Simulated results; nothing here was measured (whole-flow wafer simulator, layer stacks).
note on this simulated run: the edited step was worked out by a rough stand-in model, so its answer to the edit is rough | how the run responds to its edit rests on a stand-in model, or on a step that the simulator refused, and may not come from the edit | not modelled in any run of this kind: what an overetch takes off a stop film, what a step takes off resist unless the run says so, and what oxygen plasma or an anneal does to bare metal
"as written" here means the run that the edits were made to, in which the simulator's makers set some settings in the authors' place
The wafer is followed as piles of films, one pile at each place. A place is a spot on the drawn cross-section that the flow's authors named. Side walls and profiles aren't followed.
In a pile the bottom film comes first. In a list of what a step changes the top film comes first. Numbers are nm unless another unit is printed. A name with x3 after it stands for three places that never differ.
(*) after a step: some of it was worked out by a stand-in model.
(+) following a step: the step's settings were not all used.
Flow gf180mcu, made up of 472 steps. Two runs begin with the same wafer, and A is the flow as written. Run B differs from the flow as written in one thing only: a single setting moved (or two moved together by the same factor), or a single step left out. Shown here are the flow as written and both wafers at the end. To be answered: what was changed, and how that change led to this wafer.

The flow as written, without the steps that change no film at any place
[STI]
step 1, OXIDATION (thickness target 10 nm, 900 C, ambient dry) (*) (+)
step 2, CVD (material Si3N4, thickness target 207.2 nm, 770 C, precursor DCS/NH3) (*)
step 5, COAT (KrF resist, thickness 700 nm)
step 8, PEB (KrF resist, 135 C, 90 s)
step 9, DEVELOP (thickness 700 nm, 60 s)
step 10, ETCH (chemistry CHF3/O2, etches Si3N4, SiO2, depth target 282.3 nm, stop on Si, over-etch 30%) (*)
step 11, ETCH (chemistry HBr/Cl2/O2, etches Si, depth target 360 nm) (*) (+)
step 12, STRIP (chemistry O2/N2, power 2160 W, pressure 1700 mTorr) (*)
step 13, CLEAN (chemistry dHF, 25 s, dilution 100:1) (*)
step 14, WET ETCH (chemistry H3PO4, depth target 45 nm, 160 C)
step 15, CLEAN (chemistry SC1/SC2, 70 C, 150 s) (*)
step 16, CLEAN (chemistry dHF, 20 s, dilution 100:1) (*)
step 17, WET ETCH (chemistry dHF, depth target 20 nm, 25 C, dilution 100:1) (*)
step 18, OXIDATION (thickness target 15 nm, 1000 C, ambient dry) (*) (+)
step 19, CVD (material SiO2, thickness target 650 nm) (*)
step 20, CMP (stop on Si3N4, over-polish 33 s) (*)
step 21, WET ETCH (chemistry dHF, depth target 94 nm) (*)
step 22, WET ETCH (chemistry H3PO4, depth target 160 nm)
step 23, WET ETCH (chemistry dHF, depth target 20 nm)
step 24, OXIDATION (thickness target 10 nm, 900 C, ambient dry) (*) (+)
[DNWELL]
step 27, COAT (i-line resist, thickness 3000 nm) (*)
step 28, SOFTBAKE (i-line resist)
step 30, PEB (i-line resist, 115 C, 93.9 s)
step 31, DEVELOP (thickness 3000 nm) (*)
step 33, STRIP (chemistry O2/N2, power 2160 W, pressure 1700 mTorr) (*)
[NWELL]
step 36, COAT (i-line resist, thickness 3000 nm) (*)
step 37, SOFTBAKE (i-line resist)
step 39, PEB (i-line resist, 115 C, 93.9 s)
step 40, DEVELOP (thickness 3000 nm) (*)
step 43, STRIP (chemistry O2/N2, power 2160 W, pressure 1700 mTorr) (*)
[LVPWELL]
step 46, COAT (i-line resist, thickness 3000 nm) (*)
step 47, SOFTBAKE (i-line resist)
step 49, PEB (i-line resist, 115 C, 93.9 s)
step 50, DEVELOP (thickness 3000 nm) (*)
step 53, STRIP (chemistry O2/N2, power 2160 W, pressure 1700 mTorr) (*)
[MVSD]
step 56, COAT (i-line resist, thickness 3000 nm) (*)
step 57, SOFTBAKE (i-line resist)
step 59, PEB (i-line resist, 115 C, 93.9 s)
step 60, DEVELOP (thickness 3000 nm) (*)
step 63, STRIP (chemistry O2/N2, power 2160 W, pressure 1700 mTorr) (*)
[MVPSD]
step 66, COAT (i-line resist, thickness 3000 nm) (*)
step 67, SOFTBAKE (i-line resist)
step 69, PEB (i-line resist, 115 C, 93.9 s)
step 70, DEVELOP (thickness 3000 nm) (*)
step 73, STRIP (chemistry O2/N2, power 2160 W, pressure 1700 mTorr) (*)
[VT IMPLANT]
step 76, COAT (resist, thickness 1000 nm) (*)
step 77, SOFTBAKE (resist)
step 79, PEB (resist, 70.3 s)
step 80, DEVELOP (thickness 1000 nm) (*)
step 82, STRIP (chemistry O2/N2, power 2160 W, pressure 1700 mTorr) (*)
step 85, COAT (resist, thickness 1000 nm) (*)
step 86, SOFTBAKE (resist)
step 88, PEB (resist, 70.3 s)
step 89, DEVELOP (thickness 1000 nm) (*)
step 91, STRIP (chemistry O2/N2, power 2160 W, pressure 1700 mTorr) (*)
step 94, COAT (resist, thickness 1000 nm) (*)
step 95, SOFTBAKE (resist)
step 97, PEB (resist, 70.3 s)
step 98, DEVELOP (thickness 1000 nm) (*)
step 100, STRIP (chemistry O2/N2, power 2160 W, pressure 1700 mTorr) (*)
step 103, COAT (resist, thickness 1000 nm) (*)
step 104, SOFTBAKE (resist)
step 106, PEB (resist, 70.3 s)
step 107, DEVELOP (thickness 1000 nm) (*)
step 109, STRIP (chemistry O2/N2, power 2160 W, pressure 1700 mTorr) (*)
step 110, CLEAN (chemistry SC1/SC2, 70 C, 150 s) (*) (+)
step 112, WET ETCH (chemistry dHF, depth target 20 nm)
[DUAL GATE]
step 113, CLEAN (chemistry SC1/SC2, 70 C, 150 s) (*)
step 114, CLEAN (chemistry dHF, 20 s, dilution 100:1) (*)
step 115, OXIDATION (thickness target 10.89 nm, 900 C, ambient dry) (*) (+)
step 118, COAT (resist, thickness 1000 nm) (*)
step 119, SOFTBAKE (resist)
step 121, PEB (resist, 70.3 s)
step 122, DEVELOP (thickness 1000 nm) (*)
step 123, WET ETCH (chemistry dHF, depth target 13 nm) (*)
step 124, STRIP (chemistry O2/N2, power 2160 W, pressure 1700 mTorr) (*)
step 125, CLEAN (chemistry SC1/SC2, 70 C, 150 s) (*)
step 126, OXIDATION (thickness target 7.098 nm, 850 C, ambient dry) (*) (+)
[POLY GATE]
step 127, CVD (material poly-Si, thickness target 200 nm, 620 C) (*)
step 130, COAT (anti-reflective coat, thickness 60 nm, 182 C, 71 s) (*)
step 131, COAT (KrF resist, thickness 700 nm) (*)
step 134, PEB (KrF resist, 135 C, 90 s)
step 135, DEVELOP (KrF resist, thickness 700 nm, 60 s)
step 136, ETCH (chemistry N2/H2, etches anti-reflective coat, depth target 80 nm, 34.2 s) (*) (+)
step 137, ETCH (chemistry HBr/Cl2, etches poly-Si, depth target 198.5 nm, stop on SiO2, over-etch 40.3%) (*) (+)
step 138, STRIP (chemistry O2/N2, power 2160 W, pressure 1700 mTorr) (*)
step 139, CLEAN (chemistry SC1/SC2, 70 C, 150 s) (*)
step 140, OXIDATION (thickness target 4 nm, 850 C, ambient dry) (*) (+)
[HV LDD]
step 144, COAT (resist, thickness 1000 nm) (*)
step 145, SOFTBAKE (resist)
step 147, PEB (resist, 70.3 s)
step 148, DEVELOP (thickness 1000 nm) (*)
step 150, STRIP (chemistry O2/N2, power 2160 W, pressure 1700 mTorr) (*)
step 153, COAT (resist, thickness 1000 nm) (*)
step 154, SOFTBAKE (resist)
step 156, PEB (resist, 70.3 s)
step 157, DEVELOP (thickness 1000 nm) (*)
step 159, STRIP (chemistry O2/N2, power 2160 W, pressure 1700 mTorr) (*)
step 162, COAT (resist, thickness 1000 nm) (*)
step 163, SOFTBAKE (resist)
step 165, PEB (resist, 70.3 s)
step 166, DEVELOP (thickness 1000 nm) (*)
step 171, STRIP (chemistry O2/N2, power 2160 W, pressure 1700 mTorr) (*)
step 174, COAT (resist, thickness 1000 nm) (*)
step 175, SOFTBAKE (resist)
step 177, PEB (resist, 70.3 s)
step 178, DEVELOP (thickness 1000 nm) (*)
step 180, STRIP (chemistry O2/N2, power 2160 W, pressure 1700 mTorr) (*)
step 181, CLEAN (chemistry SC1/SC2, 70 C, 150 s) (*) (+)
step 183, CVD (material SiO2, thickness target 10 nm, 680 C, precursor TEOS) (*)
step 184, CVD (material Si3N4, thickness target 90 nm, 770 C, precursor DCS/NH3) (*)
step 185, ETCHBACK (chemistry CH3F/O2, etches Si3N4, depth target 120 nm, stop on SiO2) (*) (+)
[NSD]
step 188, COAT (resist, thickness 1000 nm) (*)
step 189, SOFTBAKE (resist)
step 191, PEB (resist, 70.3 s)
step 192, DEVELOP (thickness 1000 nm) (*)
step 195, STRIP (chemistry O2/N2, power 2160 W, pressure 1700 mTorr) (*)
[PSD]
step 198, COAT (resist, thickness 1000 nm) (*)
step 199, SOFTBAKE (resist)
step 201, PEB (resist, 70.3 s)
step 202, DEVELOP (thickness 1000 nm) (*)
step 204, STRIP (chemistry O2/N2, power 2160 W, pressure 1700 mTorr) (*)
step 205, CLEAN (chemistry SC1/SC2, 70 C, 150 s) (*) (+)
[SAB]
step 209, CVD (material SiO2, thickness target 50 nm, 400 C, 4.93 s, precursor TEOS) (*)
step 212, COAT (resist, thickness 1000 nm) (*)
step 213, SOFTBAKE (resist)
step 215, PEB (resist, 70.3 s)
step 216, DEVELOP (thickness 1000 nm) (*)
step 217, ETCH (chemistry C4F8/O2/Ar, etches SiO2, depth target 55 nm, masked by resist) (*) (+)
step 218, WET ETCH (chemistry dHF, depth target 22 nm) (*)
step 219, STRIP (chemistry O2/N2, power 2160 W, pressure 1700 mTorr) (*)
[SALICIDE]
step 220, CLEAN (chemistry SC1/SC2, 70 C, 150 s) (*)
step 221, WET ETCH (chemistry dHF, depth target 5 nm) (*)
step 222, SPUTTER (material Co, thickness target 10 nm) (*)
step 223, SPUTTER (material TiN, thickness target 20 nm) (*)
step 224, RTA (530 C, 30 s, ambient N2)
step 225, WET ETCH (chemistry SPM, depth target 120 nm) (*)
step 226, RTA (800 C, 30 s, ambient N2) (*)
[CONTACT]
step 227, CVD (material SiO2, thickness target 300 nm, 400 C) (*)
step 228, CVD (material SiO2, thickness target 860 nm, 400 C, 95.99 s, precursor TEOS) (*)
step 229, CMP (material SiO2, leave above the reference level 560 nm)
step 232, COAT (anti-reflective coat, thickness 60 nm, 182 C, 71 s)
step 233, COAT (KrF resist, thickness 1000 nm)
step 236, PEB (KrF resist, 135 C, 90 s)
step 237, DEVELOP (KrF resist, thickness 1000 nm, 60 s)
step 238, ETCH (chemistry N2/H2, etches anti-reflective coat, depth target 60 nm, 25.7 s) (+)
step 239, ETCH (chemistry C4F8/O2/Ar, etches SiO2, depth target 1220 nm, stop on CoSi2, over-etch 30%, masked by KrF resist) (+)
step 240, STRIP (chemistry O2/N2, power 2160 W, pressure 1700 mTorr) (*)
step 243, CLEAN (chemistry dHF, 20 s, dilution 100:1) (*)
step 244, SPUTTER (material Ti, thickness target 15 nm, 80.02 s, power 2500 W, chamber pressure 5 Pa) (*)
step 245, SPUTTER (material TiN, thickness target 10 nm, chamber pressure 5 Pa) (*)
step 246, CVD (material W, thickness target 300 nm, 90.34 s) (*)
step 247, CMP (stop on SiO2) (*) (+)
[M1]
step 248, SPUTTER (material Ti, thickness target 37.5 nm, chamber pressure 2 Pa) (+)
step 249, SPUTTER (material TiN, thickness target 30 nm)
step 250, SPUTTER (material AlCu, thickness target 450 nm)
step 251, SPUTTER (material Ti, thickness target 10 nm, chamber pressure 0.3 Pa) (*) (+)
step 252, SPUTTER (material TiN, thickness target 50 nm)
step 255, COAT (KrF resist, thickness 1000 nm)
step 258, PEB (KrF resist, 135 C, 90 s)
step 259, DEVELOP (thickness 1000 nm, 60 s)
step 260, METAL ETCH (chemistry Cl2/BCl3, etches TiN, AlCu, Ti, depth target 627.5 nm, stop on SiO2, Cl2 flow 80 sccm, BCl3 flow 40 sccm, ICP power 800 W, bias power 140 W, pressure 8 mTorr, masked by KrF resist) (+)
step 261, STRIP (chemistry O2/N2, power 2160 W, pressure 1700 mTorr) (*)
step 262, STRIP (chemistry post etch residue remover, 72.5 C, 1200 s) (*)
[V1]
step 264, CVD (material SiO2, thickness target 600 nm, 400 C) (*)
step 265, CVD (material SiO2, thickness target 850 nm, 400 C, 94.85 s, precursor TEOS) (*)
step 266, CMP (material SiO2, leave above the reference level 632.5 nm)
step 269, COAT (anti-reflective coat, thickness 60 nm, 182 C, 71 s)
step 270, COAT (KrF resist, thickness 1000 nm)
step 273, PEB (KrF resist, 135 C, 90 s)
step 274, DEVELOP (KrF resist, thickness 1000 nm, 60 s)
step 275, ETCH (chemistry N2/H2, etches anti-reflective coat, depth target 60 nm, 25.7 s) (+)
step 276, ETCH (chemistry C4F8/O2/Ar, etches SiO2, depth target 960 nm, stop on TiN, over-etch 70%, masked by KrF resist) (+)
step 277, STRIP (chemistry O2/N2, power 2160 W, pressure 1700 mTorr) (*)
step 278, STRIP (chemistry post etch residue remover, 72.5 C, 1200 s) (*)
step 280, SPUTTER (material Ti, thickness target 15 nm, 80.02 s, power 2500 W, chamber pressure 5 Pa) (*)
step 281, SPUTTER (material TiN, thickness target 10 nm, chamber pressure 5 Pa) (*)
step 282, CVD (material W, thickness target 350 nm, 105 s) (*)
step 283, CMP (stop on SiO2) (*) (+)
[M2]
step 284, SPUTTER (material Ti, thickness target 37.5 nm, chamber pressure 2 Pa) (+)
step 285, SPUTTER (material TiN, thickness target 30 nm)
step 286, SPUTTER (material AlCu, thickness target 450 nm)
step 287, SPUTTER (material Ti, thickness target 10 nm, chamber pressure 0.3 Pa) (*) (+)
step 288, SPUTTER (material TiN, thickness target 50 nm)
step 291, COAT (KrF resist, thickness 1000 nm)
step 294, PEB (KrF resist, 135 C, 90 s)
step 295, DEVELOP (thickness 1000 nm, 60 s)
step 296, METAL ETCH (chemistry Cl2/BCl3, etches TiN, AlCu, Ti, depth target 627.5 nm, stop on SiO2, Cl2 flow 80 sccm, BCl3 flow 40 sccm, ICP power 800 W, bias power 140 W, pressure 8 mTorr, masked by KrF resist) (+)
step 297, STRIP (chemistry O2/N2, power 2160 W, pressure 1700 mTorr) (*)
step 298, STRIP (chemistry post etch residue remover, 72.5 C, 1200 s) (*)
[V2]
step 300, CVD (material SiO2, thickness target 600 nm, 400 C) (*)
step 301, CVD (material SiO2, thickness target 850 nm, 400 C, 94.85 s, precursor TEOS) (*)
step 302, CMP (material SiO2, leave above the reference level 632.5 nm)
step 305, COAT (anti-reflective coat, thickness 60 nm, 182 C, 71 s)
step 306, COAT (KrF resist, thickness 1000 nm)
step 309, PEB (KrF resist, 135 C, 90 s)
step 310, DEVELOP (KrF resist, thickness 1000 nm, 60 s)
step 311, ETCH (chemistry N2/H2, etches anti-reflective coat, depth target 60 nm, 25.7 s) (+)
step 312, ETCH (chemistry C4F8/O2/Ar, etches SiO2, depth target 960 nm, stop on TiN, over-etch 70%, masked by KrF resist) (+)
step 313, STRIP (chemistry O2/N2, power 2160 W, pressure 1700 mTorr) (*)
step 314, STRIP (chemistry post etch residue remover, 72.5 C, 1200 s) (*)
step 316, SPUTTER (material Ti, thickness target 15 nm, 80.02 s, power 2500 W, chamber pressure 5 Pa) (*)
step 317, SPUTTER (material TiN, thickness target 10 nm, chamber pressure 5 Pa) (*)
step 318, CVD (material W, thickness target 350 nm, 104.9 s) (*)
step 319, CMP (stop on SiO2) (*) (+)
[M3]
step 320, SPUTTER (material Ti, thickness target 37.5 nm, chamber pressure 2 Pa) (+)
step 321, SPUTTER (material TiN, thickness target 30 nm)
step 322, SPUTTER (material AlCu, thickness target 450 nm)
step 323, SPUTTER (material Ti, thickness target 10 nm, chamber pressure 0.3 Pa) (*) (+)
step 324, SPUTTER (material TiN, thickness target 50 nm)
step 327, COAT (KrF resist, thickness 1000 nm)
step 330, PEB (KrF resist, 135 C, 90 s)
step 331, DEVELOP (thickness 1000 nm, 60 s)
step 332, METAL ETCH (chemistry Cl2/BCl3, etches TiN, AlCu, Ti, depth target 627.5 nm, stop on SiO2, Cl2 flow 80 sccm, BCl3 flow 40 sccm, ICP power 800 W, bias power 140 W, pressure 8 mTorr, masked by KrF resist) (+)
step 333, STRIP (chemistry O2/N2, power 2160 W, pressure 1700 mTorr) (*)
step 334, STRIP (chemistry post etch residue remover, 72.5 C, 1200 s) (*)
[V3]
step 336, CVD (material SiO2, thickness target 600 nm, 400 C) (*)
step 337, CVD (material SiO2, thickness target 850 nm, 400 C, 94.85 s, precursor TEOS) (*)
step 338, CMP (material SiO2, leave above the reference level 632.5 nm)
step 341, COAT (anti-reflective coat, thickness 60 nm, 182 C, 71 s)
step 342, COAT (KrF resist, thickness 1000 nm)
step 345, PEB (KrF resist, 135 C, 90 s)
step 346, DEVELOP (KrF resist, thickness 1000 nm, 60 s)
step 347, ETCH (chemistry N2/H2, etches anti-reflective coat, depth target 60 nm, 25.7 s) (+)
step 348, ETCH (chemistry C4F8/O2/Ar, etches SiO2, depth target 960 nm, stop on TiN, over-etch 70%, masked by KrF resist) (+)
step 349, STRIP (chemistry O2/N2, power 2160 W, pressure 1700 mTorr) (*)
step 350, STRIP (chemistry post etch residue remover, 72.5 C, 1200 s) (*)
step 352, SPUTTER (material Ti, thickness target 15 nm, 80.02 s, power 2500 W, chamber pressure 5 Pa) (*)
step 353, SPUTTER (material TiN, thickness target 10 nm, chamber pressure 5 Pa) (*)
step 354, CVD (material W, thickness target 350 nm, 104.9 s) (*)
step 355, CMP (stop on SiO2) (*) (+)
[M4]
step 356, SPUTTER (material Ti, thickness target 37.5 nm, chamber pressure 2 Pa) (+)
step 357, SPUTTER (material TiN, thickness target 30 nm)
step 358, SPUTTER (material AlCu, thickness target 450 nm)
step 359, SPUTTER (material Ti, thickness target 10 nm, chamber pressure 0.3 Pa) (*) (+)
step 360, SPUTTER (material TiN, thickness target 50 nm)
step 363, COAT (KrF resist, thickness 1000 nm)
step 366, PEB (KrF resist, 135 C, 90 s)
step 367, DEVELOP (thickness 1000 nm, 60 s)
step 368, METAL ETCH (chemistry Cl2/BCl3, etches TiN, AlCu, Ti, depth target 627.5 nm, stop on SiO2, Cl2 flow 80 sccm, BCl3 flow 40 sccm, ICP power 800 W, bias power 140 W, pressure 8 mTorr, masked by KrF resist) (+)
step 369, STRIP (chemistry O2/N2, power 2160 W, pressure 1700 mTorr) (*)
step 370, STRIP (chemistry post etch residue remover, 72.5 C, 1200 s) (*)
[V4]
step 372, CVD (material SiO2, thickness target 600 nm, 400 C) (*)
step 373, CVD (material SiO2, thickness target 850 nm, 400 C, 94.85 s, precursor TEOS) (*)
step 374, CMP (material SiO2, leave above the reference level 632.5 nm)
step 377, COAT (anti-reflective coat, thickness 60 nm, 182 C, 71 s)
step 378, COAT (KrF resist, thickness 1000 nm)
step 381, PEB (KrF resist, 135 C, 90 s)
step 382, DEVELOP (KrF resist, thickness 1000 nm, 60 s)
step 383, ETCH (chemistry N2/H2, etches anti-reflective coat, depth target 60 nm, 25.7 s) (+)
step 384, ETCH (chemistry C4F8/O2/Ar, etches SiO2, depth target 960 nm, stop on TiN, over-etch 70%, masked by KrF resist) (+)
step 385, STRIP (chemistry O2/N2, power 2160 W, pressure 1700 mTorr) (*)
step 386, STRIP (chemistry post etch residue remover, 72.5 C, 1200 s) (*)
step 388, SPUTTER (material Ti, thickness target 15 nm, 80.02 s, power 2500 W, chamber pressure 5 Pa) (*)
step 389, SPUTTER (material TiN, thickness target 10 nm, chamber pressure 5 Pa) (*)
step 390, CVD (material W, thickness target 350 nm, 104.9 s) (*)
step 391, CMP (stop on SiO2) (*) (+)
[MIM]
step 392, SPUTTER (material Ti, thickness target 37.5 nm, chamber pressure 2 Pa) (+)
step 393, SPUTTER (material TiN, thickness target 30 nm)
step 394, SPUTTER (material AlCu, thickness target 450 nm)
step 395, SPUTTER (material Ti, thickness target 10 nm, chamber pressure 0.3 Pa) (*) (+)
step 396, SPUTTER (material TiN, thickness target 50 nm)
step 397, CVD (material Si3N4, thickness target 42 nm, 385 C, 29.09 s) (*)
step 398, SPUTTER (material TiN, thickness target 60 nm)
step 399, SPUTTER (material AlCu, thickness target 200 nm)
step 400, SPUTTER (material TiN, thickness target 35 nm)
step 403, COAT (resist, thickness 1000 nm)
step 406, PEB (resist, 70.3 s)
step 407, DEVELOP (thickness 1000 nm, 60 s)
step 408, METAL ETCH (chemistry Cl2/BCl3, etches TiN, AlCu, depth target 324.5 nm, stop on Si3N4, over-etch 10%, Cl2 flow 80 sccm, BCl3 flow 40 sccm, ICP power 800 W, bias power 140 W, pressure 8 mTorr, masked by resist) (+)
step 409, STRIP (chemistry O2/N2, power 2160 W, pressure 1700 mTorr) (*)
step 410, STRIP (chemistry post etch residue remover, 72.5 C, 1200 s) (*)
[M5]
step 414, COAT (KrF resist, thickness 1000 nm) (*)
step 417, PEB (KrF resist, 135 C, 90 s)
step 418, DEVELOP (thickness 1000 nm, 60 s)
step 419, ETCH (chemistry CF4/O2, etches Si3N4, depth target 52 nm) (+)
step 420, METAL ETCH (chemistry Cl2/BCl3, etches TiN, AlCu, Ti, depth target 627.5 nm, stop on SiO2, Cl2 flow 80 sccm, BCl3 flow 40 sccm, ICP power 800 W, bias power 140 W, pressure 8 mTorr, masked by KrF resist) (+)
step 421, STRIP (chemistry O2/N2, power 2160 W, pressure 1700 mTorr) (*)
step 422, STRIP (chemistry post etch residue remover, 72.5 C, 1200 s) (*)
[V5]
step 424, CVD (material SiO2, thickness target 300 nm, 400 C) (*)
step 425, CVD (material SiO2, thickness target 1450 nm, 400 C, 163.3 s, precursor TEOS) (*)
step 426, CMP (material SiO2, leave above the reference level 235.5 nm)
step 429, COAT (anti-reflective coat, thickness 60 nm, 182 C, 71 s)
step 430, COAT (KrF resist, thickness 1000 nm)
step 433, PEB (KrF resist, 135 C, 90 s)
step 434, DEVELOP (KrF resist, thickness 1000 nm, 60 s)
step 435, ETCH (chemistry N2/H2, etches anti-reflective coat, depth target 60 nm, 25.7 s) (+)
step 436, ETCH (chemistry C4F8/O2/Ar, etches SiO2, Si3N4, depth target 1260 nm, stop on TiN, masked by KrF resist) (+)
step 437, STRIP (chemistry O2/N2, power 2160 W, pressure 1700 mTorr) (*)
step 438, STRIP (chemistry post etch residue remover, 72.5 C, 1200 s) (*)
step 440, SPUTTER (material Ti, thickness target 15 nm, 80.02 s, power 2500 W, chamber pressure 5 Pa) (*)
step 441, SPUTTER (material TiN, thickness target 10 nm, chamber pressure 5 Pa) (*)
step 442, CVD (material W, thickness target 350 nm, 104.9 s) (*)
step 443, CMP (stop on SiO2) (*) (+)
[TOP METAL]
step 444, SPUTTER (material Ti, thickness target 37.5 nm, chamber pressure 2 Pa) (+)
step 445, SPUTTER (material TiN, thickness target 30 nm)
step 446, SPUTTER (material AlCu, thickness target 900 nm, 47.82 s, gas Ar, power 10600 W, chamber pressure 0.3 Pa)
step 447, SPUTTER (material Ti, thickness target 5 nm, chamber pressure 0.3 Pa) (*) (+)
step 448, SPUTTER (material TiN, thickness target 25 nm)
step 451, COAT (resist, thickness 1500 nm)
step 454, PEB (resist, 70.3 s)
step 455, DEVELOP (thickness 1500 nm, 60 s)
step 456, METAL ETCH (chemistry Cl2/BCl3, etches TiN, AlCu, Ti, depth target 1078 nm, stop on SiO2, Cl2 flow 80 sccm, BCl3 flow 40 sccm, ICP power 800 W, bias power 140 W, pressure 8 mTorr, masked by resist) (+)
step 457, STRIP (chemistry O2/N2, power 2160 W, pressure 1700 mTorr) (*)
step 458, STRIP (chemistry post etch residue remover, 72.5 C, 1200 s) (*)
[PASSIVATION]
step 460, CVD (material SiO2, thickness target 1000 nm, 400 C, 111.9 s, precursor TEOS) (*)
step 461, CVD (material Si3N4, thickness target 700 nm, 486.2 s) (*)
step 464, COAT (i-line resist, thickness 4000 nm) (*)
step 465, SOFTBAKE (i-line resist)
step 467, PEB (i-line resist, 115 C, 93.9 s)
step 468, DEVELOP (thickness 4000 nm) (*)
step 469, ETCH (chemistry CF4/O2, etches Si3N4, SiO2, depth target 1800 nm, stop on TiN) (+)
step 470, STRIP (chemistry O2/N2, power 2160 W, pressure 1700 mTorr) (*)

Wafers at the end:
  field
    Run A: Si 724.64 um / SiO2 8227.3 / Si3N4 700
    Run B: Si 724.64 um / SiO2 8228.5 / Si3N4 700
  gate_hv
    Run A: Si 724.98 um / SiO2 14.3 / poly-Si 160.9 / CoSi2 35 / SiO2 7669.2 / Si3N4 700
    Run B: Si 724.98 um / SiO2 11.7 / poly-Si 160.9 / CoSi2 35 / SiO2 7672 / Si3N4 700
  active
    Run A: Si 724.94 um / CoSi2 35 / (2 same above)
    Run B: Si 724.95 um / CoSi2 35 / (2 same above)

What caused this: step 126, OXIDATION: 765 C was run, whereas the flow has 850 C.

How this came from the change, step by step:
  step 126, OXIDATION (thickness target 7.098 nm, 850 C, ambient dry) (*) (+)
      field_sub__w1, field_sub__w3, field_sub__w4, field_sub__w5: A +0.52 SiO2, -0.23 Si | B nothing
      m1: A +0.54 SiO2, -0.24 Si | B nothing
      (as well as at 44 more places)
  step 130, COAT (anti-reflective coat, thickness 60 nm, 182 C, 71 s) (*)
      p_well, spacer, sd_n: A +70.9 anti-reflective coat (new film) | B +72.5 anti-reflective coat (new film)
      pplus_u: A +67.1 anti-reflective coat (new film) | B +68.5 anti-reflective coat (new film)
  step 136, ETCH (chemistry N2/H2, etches anti-reflective coat, depth target 80 nm, 34.2 s) (*) (+)
      p_well, spacer, sd_n: A -70.9 anti-reflective coat (all of it), -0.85 poly-Si | B -72.5 anti-reflective coat (all of it), -0.81 poly-Si
      pplus_u: A -67.1 anti-reflective coat (all of it), -0.95 poly-Si | B -68.5 anti-reflective coat (all of it), -0.91 poly-Si
  step 189, SOFTBAKE (resist)
      field__w9: A +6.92 resist | B -3.06 resist
      active_hv: A +2.68 resist | B -0.5 resist
      (as well as at 1 more place)
  step 199, SOFTBAKE (resist)
      field__w9: A +6.92 resist | B -3.06 resist
      active_hv: A +2.68 resist | B -0.5 resist
      (as well as at 1 more place)
  step 218, WET ETCH (chemistry dHF, depth target 22 nm) (*)
      active, p_well, sd_n, iso_ptap_pw, iso_ntap_nw, iso_ptap_sub, vpnp_e: A -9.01 SiO2 (all of it) | B -5.81 SiO2 (all of it)
      ldn_tap, ldn_src, ldn_drn, ldp_tap, ldp_src, ldp_drn, ldp_gr: A -16 SiO2 (all of it) | B -13.5 SiO2 (all of it)
      (as well as at 9 more places)
  step 223, SPUTTER (material TiN, thickness target 20 nm) (*)
      field__w12: A +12 TiN (new film) | B +12.6 TiN (new film)
  step 225, WET ETCH (chemistry SPM, depth target 120 nm) (*)
      field__w12: A -12 TiN (all of it), -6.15 Co (all of it) | B -12.6 TiN (all of it), -6.16 Co (all of it)
